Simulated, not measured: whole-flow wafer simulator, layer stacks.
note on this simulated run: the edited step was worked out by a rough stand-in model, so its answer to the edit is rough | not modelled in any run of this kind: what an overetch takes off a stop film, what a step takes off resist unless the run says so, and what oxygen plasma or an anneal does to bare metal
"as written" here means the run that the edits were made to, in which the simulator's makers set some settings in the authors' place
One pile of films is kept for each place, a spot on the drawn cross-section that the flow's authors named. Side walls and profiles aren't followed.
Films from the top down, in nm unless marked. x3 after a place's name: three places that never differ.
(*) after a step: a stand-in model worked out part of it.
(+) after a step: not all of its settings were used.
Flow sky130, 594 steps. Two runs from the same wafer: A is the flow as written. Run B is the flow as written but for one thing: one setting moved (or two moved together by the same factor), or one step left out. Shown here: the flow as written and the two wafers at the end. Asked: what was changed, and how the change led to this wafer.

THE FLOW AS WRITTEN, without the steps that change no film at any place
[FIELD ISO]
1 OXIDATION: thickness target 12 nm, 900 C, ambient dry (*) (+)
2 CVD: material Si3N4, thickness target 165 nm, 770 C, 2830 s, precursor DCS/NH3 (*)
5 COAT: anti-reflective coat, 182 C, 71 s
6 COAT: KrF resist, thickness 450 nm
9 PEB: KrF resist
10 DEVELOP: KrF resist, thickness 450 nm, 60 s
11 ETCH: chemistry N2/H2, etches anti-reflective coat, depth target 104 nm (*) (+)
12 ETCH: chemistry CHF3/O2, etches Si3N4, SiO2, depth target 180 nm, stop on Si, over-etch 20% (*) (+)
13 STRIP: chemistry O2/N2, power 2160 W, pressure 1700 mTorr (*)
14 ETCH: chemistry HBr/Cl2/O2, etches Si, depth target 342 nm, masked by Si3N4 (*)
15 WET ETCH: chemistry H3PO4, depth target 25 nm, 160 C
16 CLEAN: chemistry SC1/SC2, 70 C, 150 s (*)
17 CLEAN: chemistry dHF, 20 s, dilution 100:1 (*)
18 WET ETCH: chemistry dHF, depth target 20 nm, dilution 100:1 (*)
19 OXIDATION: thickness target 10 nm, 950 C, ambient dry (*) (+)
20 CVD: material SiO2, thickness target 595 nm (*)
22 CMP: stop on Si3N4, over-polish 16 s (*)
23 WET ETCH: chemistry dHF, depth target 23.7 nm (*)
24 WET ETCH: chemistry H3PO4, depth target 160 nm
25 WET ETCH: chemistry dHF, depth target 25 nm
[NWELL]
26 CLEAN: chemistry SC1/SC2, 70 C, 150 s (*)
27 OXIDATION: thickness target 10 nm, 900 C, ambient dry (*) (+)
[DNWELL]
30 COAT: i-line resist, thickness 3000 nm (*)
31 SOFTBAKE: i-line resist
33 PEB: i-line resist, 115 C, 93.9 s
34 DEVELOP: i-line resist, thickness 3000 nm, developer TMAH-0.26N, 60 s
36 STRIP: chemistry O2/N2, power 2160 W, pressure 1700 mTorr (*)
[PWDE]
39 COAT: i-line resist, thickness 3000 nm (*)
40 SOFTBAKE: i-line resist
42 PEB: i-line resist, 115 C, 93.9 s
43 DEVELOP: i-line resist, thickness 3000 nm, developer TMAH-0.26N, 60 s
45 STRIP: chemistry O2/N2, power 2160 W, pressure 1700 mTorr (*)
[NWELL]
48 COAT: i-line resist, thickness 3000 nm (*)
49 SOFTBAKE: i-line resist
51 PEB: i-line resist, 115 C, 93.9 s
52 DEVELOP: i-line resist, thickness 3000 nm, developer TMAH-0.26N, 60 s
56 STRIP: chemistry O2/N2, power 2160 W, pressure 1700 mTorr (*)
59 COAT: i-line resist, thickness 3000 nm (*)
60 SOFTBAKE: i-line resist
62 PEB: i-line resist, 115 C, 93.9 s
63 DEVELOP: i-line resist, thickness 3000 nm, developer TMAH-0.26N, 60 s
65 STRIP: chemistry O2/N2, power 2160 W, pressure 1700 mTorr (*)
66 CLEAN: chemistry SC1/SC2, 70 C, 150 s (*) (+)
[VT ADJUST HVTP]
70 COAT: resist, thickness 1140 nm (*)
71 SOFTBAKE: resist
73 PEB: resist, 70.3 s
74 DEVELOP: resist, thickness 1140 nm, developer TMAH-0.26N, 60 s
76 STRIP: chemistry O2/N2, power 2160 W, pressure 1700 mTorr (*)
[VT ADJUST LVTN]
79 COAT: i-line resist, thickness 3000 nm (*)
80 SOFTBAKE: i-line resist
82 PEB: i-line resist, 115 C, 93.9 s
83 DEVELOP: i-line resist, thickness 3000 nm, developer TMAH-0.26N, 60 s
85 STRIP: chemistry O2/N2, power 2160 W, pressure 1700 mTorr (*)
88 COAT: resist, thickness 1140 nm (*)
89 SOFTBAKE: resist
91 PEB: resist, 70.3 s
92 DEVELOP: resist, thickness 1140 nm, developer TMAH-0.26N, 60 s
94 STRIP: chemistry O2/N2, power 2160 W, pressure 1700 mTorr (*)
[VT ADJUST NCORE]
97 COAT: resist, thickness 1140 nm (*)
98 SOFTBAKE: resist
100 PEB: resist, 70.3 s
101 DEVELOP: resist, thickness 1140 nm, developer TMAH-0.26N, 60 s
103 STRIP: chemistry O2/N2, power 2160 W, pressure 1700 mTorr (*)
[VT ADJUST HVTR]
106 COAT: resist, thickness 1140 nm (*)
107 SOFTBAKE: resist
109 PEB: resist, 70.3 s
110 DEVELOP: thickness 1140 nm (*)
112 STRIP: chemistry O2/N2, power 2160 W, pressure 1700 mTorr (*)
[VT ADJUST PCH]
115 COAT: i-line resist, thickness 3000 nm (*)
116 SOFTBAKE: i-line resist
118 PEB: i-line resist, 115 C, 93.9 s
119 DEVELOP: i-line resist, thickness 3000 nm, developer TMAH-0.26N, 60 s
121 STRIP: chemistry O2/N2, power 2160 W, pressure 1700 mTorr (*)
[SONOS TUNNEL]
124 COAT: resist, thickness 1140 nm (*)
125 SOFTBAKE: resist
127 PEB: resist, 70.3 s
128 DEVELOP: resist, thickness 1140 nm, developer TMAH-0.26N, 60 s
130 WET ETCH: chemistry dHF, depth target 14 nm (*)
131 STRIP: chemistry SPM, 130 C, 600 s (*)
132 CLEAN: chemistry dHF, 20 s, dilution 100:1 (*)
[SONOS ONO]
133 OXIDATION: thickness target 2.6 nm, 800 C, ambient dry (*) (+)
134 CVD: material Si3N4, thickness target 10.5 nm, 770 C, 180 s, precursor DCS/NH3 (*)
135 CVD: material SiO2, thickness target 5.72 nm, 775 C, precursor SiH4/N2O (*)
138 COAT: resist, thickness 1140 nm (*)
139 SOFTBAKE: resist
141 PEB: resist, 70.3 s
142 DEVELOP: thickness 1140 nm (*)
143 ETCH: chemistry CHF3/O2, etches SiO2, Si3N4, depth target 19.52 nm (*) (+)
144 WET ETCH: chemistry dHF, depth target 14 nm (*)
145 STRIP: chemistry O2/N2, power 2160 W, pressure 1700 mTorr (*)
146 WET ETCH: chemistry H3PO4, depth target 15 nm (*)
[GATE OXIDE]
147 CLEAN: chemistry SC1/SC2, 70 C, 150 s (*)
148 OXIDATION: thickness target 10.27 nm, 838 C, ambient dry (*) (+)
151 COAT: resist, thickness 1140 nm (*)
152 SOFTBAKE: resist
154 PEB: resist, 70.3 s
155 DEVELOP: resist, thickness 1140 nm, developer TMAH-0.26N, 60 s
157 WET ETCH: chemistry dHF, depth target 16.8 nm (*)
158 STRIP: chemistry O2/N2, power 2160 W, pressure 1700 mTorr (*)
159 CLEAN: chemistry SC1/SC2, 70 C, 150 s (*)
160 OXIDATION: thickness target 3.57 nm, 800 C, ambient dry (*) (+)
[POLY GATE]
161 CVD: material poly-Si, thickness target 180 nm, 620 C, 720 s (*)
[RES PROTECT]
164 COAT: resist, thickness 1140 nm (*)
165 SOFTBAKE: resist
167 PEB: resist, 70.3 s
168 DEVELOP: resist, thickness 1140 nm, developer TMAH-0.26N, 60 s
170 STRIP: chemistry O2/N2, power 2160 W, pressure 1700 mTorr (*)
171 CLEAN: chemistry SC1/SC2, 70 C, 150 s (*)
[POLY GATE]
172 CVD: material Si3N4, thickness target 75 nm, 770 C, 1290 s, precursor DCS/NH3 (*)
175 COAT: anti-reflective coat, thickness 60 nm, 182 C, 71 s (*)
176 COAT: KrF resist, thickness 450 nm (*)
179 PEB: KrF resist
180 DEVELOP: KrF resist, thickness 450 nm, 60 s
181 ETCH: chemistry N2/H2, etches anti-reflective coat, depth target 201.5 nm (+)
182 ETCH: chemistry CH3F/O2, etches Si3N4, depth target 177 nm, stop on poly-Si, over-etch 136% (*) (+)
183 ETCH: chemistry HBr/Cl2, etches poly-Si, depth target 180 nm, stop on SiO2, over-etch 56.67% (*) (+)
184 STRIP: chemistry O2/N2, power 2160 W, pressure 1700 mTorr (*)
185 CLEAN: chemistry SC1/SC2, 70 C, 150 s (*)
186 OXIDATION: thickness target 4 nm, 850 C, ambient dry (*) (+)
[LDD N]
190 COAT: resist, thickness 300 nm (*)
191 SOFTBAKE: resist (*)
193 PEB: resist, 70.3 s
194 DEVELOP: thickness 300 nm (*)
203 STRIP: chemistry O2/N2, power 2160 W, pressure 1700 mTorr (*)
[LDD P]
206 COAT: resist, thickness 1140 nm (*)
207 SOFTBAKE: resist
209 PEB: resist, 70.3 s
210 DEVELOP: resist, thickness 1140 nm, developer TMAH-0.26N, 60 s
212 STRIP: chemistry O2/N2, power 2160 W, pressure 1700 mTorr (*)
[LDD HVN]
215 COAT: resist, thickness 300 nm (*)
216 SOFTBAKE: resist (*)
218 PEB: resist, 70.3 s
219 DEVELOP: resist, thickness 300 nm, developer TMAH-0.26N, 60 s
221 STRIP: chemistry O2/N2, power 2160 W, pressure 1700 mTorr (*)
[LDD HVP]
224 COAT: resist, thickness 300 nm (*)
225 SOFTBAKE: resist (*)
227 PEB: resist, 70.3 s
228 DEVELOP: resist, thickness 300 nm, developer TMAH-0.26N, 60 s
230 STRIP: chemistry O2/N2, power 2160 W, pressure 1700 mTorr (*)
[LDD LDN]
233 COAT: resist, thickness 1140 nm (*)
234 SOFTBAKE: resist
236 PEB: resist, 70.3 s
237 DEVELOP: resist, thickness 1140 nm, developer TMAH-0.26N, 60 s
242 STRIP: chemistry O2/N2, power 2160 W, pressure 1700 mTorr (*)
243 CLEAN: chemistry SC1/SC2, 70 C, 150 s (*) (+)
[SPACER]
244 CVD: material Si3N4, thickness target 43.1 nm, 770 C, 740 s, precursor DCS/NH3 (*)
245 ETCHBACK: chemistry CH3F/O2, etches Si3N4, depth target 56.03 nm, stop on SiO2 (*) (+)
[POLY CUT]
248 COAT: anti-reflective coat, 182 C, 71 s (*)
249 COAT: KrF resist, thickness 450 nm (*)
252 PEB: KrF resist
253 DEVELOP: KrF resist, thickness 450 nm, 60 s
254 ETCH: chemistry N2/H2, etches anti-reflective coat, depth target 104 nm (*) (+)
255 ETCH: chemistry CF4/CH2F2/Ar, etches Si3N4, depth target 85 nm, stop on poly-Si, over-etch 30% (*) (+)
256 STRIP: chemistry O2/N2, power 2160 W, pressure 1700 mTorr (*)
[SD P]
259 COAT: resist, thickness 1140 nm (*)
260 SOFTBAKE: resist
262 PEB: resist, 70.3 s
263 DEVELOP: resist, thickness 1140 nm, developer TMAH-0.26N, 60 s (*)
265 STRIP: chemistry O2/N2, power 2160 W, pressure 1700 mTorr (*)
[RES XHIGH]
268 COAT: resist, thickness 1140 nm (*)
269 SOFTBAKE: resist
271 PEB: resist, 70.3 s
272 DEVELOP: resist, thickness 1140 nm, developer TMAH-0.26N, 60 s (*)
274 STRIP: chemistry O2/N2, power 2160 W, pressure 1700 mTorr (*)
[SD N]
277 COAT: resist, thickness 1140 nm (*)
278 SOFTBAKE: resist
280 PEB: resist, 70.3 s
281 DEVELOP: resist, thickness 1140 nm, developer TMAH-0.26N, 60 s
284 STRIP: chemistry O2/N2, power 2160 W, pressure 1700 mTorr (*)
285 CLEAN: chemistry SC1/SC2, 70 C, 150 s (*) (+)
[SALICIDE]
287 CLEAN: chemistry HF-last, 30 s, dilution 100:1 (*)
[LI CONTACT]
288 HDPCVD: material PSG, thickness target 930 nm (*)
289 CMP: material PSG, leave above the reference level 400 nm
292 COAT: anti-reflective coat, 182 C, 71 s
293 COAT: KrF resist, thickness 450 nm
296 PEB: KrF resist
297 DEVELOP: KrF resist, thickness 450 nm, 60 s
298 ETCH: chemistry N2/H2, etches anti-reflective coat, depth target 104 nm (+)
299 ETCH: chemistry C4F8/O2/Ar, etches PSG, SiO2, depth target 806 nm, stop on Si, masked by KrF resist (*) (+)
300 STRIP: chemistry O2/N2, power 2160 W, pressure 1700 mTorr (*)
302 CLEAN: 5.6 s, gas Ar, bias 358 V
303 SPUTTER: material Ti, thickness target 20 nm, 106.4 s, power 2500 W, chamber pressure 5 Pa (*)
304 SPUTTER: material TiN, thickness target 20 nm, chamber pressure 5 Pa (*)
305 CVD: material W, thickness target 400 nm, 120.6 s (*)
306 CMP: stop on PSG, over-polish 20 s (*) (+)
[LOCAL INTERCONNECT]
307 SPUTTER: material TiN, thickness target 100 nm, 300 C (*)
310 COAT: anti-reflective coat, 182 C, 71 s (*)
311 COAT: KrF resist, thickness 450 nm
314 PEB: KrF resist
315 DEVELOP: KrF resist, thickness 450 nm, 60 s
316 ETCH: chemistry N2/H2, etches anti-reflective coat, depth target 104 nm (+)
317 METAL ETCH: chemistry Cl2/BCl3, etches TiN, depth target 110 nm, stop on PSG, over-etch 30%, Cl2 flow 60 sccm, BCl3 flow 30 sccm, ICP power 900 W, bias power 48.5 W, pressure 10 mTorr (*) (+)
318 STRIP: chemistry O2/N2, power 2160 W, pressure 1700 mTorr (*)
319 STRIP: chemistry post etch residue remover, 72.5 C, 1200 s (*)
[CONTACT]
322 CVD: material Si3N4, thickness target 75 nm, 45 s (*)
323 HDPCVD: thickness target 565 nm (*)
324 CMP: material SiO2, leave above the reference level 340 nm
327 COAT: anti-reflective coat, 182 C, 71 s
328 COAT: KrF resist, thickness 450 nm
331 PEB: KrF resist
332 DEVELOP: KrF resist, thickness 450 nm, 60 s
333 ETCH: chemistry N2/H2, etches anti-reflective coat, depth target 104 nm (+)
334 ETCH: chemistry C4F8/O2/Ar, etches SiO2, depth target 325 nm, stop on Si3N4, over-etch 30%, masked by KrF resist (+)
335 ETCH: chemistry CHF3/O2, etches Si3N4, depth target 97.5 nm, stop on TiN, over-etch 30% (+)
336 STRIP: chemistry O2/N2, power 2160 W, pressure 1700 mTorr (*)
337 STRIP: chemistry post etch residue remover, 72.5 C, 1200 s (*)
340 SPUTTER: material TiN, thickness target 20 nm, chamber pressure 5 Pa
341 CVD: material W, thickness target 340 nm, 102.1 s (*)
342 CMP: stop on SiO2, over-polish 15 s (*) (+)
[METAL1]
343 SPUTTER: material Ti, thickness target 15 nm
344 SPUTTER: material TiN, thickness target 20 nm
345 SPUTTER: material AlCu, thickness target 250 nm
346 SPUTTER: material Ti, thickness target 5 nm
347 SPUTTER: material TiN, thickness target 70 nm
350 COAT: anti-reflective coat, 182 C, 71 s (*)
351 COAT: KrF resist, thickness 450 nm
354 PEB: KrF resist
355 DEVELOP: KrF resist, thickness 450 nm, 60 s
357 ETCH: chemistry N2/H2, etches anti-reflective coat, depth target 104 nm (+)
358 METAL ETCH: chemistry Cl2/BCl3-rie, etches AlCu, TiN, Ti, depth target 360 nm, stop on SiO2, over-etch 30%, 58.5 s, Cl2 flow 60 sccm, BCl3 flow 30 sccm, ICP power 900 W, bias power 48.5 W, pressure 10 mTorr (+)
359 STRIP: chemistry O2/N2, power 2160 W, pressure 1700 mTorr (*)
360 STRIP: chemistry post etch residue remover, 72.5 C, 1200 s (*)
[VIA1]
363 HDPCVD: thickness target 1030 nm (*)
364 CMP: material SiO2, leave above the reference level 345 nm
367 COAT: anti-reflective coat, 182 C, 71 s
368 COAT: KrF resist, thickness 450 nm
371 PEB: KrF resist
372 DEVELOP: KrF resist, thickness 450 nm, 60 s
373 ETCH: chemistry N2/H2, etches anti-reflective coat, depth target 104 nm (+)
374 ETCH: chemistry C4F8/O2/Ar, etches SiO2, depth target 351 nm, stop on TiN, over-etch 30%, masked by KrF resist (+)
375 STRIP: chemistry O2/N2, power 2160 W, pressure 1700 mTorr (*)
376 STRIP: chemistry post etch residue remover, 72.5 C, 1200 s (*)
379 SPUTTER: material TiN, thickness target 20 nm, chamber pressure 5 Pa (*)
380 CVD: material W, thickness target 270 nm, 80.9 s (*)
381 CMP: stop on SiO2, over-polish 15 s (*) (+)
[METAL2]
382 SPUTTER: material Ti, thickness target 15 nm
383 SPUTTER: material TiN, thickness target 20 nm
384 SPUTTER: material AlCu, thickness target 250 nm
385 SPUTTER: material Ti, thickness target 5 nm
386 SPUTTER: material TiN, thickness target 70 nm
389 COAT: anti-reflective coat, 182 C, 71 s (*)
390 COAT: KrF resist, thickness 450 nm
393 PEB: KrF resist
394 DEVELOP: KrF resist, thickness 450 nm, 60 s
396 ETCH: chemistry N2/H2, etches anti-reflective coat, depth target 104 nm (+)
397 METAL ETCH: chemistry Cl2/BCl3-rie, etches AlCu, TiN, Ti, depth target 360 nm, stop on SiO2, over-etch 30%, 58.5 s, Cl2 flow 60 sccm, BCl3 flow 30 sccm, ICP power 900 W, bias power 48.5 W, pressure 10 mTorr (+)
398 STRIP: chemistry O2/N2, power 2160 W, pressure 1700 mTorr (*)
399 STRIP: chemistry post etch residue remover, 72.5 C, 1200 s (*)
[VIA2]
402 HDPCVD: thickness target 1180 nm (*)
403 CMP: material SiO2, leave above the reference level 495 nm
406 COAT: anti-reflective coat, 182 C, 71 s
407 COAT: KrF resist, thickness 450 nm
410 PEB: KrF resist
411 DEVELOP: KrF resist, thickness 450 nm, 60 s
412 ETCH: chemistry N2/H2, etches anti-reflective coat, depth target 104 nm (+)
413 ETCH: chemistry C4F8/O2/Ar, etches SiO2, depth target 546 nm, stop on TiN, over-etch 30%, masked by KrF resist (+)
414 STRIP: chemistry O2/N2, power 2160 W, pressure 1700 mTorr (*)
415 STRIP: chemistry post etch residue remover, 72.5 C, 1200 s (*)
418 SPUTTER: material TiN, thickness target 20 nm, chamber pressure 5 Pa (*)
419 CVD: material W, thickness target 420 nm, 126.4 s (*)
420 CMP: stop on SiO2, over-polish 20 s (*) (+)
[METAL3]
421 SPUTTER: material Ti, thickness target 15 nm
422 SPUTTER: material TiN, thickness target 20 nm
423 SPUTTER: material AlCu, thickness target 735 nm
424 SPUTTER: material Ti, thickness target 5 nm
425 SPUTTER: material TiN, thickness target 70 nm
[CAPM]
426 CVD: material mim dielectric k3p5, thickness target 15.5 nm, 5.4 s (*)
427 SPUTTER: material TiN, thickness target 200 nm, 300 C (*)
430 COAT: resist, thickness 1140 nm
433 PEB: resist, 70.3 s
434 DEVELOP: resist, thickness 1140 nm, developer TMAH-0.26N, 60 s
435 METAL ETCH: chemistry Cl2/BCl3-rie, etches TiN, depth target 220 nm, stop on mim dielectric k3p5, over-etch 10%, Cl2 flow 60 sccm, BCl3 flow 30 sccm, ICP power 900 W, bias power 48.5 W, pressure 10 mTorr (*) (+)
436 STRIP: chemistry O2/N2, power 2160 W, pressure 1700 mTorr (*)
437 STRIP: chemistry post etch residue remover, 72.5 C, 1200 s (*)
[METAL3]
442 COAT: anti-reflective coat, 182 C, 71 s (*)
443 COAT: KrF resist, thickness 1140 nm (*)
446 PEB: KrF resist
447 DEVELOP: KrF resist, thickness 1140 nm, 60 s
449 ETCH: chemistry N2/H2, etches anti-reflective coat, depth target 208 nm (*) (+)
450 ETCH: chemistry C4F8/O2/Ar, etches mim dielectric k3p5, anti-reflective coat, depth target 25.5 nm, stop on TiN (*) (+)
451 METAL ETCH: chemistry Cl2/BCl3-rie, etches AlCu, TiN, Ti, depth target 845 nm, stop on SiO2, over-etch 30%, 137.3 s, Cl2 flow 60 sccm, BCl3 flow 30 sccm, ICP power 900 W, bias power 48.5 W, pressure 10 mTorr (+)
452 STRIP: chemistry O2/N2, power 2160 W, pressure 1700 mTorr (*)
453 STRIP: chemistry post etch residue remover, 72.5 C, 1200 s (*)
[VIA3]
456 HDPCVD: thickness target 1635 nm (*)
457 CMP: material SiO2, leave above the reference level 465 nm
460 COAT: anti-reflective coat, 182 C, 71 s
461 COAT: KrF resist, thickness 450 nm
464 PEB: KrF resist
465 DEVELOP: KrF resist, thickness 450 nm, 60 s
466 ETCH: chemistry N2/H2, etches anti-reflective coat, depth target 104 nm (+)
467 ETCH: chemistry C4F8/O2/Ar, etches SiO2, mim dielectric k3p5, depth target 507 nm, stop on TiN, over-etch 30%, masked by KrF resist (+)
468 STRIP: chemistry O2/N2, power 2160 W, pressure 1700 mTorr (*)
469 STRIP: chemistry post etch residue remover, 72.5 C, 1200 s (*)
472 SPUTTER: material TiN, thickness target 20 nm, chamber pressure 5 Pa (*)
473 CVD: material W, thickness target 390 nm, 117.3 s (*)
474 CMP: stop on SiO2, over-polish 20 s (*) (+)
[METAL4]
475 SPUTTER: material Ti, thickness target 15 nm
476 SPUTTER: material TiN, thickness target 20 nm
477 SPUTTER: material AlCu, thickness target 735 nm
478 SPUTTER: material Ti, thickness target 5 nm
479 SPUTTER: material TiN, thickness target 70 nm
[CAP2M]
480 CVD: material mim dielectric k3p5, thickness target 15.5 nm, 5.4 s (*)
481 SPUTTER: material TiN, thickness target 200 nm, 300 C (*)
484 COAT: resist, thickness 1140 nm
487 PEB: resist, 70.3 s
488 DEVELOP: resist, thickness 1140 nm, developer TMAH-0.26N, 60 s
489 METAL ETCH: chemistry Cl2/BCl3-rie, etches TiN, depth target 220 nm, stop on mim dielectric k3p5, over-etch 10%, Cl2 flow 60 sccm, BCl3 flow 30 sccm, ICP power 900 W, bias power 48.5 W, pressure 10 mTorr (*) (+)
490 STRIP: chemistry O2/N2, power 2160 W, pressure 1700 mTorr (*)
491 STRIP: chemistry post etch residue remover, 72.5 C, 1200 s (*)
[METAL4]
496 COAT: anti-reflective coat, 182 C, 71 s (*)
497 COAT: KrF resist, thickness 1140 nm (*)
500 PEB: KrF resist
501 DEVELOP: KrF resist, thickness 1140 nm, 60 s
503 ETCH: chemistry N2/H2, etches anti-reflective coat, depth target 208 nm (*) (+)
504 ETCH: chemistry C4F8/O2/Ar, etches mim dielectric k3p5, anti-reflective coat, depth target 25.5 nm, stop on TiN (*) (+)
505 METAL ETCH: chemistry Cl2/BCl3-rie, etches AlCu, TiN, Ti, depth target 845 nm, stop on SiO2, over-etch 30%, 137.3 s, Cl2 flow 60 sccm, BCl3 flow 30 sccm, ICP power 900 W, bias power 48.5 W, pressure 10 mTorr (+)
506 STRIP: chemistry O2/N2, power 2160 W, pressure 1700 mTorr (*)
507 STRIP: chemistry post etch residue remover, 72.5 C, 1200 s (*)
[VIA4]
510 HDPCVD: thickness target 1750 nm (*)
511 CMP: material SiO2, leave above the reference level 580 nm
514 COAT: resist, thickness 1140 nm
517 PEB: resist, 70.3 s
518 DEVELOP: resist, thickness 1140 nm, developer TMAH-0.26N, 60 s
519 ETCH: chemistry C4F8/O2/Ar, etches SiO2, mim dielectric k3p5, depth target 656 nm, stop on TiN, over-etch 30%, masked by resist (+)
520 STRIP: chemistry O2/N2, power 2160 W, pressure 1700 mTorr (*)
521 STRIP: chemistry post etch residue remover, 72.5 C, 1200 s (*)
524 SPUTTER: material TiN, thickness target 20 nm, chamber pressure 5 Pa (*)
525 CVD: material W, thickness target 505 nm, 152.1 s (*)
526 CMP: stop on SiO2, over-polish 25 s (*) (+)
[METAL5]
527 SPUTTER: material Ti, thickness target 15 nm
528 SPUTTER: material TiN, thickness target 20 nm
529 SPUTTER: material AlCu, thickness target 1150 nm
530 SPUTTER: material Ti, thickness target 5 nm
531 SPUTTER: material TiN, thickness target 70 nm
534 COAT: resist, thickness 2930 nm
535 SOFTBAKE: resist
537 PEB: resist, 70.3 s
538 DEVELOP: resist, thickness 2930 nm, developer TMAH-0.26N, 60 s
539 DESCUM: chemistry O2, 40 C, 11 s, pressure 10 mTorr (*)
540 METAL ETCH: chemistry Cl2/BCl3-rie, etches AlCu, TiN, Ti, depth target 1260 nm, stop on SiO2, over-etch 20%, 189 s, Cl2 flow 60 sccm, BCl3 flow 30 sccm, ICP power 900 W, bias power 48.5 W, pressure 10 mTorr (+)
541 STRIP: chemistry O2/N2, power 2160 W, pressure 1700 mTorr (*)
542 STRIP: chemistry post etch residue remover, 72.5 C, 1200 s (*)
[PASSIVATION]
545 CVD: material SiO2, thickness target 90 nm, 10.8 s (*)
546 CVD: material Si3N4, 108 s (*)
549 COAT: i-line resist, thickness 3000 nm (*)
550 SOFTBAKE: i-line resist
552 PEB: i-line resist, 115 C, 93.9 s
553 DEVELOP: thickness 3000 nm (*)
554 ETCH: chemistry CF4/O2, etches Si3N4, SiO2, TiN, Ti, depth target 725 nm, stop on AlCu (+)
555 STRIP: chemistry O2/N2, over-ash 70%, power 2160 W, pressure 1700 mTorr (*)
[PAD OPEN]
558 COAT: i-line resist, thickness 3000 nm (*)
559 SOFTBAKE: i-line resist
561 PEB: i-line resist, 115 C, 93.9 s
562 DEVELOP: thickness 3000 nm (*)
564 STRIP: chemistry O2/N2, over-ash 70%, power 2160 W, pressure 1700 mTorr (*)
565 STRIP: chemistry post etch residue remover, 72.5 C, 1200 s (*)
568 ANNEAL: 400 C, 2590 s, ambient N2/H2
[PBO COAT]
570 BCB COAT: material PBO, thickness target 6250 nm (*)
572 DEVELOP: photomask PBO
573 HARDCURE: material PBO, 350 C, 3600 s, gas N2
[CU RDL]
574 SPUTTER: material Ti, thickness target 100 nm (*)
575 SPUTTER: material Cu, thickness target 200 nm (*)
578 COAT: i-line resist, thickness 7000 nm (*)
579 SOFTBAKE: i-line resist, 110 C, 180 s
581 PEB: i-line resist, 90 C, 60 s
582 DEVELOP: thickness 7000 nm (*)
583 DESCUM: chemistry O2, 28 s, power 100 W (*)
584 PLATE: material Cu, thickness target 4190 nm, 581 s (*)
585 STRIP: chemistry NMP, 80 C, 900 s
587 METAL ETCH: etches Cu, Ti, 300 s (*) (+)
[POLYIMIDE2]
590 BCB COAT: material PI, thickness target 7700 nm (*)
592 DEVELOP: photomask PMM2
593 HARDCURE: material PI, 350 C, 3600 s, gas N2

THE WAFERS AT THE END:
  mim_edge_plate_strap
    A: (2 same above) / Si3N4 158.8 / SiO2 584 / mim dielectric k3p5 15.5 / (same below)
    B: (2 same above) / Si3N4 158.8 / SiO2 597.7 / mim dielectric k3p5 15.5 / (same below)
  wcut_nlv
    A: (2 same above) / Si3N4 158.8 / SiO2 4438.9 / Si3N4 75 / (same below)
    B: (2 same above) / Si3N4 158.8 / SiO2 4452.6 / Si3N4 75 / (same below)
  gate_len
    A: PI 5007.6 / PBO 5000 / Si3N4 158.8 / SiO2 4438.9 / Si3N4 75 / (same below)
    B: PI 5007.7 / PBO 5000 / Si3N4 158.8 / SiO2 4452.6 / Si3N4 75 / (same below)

The cause: step 545, CVD: thickness target 99.9 nm was run, where the flow has thickness target 90 nm; step 545, CVD: 12 s was run, where the flow has 10.8 s.

How the change led to this, step by step:
  545 CVD: material SiO2, thickness target 90 nm, 10.8 s (*)
      field, active, gate and 175 more: A SiO2 +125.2 | B SiO2 +138.9
      n_well, p_well, sd_n and 12 more: A SiO2 +125.2 (new film) | B SiO2 +138.9 (new film)
  550 SOFTBAKE: i-line resist
      pwell_dnw: A i-line resist -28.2 | B i-line resist -28.8
  554 ETCH: chemistry CF4/O2, etches Si3N4, SiO2, TiN, Ti, depth target 725 nm, stop on AlCu (+)
      field, active, n_well and 189 more: A i-line resist -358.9 | B i-line resist -372.6
      pad: A Si3N4 -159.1 (all of it), SiO2 -125.2 (all of it), TiN -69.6 (all of it), Ti -5 (all of it) | B Si3N4 -159.1 (all of it), SiO2 -138.9 (all of it), TiN -69.6 (all of it), Ti -5 (all of it)
  559 SOFTBAKE: i-line resist
      pwell_dnw: A i-line resist -28.2 | B i-line resist -28.8
  578 COAT: i-line resist, thickness 7000 nm (*)
      pad: A i-line resist +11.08 um (new film) | B i-line resist +11.1 um (new film)
  582 DEVELOP: thickness 7000 nm (*)
      pad: A i-line resist -11.08 um (all of it) | B i-line resist -11.1 um (all of it)
